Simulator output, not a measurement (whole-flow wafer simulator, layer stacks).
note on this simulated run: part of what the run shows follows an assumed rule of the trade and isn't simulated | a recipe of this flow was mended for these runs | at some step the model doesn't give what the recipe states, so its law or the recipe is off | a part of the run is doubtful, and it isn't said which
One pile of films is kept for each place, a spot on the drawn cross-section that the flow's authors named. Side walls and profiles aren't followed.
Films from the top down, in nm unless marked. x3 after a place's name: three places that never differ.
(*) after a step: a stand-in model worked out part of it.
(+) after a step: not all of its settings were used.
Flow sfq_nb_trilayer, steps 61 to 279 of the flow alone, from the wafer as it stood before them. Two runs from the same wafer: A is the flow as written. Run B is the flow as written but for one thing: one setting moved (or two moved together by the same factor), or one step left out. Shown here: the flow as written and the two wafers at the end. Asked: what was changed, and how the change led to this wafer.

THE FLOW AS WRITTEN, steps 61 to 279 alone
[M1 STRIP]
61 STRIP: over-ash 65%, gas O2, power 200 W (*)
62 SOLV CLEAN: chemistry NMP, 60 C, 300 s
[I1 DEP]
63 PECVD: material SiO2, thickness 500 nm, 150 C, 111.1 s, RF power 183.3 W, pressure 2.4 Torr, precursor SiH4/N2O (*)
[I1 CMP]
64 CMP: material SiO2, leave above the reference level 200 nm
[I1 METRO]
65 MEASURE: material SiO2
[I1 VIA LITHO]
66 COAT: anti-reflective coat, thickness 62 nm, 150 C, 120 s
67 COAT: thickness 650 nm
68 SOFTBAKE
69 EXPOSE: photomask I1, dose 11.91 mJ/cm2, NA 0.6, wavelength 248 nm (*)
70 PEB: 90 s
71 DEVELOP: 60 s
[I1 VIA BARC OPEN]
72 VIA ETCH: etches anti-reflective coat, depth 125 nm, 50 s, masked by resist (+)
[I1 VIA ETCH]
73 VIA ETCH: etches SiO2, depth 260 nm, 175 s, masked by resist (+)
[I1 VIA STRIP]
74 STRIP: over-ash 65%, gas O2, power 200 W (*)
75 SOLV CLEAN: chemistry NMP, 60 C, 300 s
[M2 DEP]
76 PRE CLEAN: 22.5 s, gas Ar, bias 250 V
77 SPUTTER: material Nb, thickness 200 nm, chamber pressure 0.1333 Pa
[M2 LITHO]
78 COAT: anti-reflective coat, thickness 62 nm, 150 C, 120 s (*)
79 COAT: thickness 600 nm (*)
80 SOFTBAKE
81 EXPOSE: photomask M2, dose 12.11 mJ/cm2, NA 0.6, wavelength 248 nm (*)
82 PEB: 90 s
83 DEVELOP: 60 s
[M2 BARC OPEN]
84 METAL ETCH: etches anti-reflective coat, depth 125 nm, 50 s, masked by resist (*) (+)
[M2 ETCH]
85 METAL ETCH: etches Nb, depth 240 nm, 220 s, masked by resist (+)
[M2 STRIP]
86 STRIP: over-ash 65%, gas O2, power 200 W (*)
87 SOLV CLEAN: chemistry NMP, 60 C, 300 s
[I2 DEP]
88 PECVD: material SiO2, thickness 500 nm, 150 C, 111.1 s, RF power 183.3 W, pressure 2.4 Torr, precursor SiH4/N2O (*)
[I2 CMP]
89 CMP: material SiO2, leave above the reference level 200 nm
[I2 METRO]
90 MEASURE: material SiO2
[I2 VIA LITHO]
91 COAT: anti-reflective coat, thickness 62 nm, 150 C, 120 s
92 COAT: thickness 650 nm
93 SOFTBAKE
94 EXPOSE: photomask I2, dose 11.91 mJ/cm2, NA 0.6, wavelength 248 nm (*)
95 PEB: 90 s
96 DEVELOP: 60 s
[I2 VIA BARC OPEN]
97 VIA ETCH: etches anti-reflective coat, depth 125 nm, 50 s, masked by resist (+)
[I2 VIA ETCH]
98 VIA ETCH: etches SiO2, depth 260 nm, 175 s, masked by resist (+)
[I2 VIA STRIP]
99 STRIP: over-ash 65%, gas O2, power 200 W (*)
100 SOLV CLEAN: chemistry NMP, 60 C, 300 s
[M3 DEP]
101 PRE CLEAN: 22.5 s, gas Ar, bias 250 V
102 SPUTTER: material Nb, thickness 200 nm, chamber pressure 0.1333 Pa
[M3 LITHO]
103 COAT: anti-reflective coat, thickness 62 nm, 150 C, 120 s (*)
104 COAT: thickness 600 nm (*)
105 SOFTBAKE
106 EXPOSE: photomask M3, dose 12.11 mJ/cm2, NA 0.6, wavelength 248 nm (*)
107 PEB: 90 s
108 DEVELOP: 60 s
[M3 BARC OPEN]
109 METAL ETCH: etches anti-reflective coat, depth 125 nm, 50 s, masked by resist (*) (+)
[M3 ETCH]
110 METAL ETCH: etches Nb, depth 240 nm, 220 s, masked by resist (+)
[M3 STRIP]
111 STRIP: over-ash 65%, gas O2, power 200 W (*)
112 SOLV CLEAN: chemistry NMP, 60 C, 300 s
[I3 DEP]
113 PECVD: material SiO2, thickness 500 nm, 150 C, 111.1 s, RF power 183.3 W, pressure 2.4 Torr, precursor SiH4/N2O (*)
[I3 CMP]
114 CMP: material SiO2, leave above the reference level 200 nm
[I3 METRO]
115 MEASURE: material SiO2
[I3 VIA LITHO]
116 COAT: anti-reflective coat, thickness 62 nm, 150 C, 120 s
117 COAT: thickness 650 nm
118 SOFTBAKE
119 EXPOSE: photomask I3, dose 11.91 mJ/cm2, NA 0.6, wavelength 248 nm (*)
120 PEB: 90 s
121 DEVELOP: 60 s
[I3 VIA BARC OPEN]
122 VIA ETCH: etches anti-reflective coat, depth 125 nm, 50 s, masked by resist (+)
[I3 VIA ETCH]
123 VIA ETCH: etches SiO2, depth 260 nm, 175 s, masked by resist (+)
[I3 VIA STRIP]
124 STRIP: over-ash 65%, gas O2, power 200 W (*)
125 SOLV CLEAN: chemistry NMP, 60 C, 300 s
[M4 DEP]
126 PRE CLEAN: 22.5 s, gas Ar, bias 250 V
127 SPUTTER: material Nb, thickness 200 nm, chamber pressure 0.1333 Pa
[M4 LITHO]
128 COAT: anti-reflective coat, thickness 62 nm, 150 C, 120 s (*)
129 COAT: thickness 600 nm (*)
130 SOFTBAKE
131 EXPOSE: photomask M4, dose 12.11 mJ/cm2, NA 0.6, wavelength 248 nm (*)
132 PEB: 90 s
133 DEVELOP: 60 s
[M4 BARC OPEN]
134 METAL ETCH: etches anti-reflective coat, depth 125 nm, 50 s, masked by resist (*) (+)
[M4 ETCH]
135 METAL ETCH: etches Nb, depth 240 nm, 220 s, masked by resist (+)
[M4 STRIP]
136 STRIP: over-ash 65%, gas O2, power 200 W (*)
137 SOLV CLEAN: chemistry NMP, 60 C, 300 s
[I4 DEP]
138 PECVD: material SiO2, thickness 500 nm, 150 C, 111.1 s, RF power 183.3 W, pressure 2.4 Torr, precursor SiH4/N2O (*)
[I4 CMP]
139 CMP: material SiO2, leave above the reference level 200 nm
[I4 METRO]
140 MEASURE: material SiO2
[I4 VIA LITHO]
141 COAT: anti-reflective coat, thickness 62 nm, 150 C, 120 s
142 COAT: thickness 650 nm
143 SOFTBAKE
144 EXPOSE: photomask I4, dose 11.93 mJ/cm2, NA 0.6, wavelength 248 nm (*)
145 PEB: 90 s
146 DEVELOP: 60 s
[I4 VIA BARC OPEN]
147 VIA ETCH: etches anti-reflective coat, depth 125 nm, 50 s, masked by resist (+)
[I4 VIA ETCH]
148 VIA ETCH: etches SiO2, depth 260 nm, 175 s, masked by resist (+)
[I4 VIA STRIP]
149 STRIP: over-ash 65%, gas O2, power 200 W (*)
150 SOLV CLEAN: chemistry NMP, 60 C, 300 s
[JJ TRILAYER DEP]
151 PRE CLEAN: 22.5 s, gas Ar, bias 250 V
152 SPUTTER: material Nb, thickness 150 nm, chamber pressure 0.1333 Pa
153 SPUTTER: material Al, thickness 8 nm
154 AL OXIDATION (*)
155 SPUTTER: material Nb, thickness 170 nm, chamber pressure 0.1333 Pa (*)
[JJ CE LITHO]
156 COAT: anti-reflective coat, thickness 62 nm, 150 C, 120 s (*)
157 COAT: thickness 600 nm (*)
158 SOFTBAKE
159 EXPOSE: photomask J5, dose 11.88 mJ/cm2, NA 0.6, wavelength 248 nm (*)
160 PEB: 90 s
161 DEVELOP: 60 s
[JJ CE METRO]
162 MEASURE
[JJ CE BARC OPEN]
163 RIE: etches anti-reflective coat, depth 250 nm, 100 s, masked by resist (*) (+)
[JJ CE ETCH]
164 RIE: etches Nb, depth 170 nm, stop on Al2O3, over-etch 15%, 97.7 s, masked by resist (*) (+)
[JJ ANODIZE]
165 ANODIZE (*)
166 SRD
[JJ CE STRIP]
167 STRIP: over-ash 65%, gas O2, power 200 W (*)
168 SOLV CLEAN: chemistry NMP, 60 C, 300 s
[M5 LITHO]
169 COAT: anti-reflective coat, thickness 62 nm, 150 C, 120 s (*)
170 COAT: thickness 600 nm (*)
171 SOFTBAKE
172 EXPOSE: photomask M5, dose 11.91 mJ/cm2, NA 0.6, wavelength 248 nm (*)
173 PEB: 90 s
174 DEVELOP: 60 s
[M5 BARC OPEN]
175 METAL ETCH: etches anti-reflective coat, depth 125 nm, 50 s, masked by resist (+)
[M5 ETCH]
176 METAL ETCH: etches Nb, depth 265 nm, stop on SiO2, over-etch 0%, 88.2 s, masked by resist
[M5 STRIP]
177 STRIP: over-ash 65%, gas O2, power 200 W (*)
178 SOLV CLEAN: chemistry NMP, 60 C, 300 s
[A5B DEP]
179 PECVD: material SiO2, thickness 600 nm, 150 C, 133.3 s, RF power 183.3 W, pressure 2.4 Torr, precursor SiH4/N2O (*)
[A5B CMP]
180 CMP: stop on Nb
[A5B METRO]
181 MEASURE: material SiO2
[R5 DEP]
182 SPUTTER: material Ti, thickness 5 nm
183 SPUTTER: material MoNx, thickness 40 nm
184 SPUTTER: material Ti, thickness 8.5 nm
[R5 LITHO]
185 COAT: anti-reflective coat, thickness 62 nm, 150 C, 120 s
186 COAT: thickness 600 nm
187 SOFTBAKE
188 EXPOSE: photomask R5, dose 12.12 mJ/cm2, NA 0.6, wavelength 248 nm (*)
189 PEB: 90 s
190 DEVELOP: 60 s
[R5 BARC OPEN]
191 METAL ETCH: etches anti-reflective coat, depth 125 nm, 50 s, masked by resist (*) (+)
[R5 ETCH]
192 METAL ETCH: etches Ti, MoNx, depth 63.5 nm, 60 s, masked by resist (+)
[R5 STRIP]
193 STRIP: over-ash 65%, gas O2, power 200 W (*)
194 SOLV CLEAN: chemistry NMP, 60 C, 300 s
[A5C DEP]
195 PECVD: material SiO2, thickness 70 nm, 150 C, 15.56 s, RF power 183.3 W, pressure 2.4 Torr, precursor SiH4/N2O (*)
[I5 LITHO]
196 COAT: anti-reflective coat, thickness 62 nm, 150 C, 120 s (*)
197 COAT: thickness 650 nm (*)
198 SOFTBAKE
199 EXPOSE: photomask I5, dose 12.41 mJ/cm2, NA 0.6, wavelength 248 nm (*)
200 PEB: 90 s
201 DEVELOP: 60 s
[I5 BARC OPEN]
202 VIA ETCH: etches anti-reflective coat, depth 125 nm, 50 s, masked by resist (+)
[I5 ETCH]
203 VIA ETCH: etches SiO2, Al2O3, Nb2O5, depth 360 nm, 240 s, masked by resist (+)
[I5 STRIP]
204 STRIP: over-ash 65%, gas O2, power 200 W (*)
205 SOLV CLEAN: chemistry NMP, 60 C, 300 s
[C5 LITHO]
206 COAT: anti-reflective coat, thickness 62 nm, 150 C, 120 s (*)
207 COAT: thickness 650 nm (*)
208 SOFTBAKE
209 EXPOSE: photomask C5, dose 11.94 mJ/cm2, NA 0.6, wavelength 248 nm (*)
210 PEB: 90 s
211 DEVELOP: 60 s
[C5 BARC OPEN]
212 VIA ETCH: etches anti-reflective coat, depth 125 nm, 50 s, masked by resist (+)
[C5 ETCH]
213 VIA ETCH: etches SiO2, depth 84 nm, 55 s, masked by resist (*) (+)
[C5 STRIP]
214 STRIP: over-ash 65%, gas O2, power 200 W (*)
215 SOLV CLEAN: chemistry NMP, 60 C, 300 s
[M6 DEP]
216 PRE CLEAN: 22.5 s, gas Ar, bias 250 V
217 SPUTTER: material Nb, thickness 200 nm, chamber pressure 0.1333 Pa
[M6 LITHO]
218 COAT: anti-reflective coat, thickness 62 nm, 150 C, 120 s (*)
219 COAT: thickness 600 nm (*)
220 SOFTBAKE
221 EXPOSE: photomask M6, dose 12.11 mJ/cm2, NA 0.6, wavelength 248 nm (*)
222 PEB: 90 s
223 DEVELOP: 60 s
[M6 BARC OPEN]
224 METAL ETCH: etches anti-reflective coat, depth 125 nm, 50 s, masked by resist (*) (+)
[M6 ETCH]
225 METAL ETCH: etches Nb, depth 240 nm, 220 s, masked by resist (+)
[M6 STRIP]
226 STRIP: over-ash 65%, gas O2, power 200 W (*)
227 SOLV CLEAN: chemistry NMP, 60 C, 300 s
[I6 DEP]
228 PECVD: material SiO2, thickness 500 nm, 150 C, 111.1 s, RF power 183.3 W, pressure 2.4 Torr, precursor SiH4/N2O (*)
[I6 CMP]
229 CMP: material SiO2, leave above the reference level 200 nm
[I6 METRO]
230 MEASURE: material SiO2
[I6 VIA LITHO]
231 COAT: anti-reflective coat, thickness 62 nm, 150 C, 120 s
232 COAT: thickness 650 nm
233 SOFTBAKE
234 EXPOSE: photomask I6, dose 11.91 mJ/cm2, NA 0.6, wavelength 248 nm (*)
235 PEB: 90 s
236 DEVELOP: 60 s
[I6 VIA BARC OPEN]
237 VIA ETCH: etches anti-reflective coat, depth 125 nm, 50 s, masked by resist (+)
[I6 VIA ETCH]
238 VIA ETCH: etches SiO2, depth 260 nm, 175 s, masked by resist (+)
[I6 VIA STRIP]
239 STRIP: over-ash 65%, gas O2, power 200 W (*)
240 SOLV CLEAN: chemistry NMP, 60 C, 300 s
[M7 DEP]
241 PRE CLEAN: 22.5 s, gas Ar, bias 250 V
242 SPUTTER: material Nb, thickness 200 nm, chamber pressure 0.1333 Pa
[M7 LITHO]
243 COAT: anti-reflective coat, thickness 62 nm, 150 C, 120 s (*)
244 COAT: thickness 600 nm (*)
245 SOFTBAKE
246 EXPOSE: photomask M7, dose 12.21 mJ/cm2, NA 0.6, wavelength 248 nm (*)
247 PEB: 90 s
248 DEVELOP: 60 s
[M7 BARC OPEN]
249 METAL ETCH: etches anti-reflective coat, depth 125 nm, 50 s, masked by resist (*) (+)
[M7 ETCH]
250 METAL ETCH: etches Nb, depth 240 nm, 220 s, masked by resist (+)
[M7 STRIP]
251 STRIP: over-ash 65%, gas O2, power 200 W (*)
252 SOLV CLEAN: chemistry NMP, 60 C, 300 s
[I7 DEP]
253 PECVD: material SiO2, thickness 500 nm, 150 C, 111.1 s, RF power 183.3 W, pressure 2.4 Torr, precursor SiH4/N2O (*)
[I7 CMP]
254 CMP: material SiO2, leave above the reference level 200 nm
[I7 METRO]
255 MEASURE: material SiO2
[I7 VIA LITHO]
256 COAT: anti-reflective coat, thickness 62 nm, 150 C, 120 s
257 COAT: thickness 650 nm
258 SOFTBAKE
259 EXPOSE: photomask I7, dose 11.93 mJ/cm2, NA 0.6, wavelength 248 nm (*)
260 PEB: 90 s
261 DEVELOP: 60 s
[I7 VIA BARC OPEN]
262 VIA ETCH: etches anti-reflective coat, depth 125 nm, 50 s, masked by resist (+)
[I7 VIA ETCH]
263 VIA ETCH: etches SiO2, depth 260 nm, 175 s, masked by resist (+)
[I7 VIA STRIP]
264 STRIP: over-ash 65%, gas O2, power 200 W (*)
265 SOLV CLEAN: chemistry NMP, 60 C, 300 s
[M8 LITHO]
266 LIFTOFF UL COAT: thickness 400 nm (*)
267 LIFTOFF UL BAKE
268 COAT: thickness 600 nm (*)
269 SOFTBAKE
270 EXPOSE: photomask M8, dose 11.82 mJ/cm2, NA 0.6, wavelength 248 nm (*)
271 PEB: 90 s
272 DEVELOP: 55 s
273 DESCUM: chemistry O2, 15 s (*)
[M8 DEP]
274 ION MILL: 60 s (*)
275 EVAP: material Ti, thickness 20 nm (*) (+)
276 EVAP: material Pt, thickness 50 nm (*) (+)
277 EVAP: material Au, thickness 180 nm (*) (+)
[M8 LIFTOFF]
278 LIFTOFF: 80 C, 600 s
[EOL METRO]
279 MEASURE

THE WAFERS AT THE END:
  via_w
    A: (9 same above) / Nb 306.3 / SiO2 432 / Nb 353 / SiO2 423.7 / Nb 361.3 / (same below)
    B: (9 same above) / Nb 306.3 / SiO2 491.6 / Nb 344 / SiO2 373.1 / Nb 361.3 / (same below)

The cause: step 63, PECVD: thickness 340 nm was run, where the flow has thickness 500 nm; step 63, PECVD: 75.6 s was run, where the flow has 111.1 s.

How the change led to this, step by step:
  63 PECVD: material SiO2, thickness 500 nm, 150 C, 111.1 s, RF power 183.3 W, pressure 2.4 Torr, precursor SiH4/N2O (*)
      field_l, be, be_sur and 72 more: A SiO2 +500 | B SiO2 +340
      v_sur, via_wl, via_wr and 20 more: A SiO2 +500 (new film) | B SiO2 +340 (new film)
      (and at 8 more places)
  64 CMP: material SiO2, leave above the reference level 200 nm
      field_l, be, be_sur and 72 more: A SiO2 -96 | B nothing
      lsp_m, ln_m6, lsp_r, l0_sur, l0v: A SiO2 -90.8 | B nothing
      (and at 26 more places)
  66 COAT: anti-reflective coat, thickness 62 nm, 150 C, 120 s
      m0r_line_l, m0r_line_r, m6r_line_l, m6r_line_r, m7r_line_l, m7r_line_r: A anti-reflective coat +62 (new film) | B anti-reflective coat +71 (new film)
      m0r_space_l, m0r_space_r, m6r_space_l, m6r_space_r, m7r_space_l, m7r_space_r: A anti-reflective coat +62 (new film) | B anti-reflective coat +79.7 (new film)
      (and at 65 more places)
  67 COAT: thickness 650 nm
      m5r_line_l x2: A KrF-resist-other-grade +650 (new film) | B KrF-resist-other-grade +663.5 (new film)
      via_sp: A KrF-resist-other-grade +650 (new film) | B KrF-resist-other-grade +632.6 (new film)
      (and at 9 more places)
  71 DEVELOP: 60 s
      via_v: A KrF-resist-other-grade -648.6 (all of it) | B KrF-resist-other-grade -625.4 (all of it)
  72 VIA ETCH: etches anti-reflective coat, depth 125 nm, 50 s, masked by resist (+)
      via_v: A anti-reflective coat -62 (all of it), SiO2 -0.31 | B anti-reflective coat -59.5 (all of it), SiO2 -0.33
  74 STRIP: over-ash 65%, gas O2, power 200 W (*)
      m0r_line_l, m0r_line_r, m6r_line_l, m6r_line_r, m7r_line_l, m7r_line_r: A KrF-resist-other-grade -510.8 (all of it), anti-reflective coat -62 (all of it) | B KrF-resist-other-grade -520.3 (all of it), anti-reflective coat -71 (all of it)
      m0r_space_l, m0r_space_r, m6r_space_l, m6r_space_r, m7r_space_l, m7r_space_r: A KrF-resist-other-grade -510.8 (all of it), anti-reflective coat -62 (all of it) | B KrF-resist-other-grade -513.1 (all of it), anti-reflective coat -79.7 (all of it)
      (and at 64 more places)
  77 SPUTTER: material Nb, thickness 200 nm, chamber pressure 0.1333 Pa
      be, lsp_l: A Nb +200 (new film) | B Nb +195.1 (new film)
  78 COAT: anti-reflective coat, thickness 62 nm, 150 C, 120 s (*)
      p4_fm, m0r_line_r, m6r_line_r, m7r_line_r: A anti-reflective coat +62 (new film) | B anti-reflective coat +68.9 (new film)
      p4_w1, wl_a_sr, wl_b_sl, wl_b_sr: A anti-reflective coat +62 (new film) | B anti-reflective coat +60.6 (new film)
      (and at 70 more places)
  79 COAT: thickness 600 nm (*)
      via_wr: A KrF-resist-other-grade +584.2 (new film) | B KrF-resist-other-grade +570.7 (new film)
      via_sp: A KrF-resist-other-grade +600.7 (new film) | B KrF-resist-other-grade +580.2 (new film)
      (and at 11 more places)
  83 DEVELOP: 60 s
      be_sur: A KrF-resist-other-grade -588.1 (all of it) | B KrF-resist-other-grade -602.1 (all of it)
      ln_m5: A KrF-resist-other-grade -598.2 (all of it) | B KrF-resist-other-grade -581.6 (all of it)
      (and at 5 more places)
  84 METAL ETCH: etches anti-reflective coat, depth 125 nm, 50 s, masked by resist (*) (+)
      p4_fm, m0r_line_r, m6r_line_r, m7r_line_r: A anti-reflective coat -62 (all of it) | B anti-reflective coat -68.9 (all of it)
      m0r_line_l, m6r_line_l, m7r_line_l: A anti-reflective coat -62 (all of it) | B anti-reflective coat -69.1 (all of it)
      (and at 53 more places)
  85 METAL ETCH: etches Nb, depth 240 nm, 220 s, masked by resist (+)
      be, lsp_l: A Nb -200 (all of it), SiO2 -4 | B Nb -195.1 (all of it), SiO2 -4.49
  86 STRIP: over-ash 65%, gas O2, power 200 W (*)
      v_sur: A KrF-resist-other-grade -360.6 (all of it), anti-reflective coat -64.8 (all of it) | B KrF-resist-other-grade -355.7 (all of it), anti-reflective coat -32.7 (all of it)
      via_wl: A KrF-resist-other-grade -357.4 (all of it), anti-reflective coat -67.7 (all of it) | B KrF-resist-other-grade -347.7 (all of it), anti-reflective coat -43.3 (all of it)
      (and at 20 more places)
  89 CMP: material SiO2, leave above the reference level 200 nm
      field_l, be_sur, gap and 72 more: A SiO2 -96 | B SiO2 -32
      lsp_m, ln_m6, lsp_r, l0_sur, l0v: A SiO2 -96 | B SiO2 -28.6
      (and at 3 more places)
  98 VIA ETCH: etches SiO2, depth 260 nm, 175 s, masked by resist (+)
      via_w: A SiO2 -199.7 (all of it), Nb -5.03 | B SiO2 -253.4 (all of it), Nb -0.55
  ... 4 more steps ...
  113 PECVD: material SiO2, thickness 500 nm, 150 C, 111.1 s, RF power 183.3 W, pressure 2.4 Torr, precursor SiH4/N2O (*)
      via_w: A SiO2 +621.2 (new film) | B SiO2 +680.8 (new film)
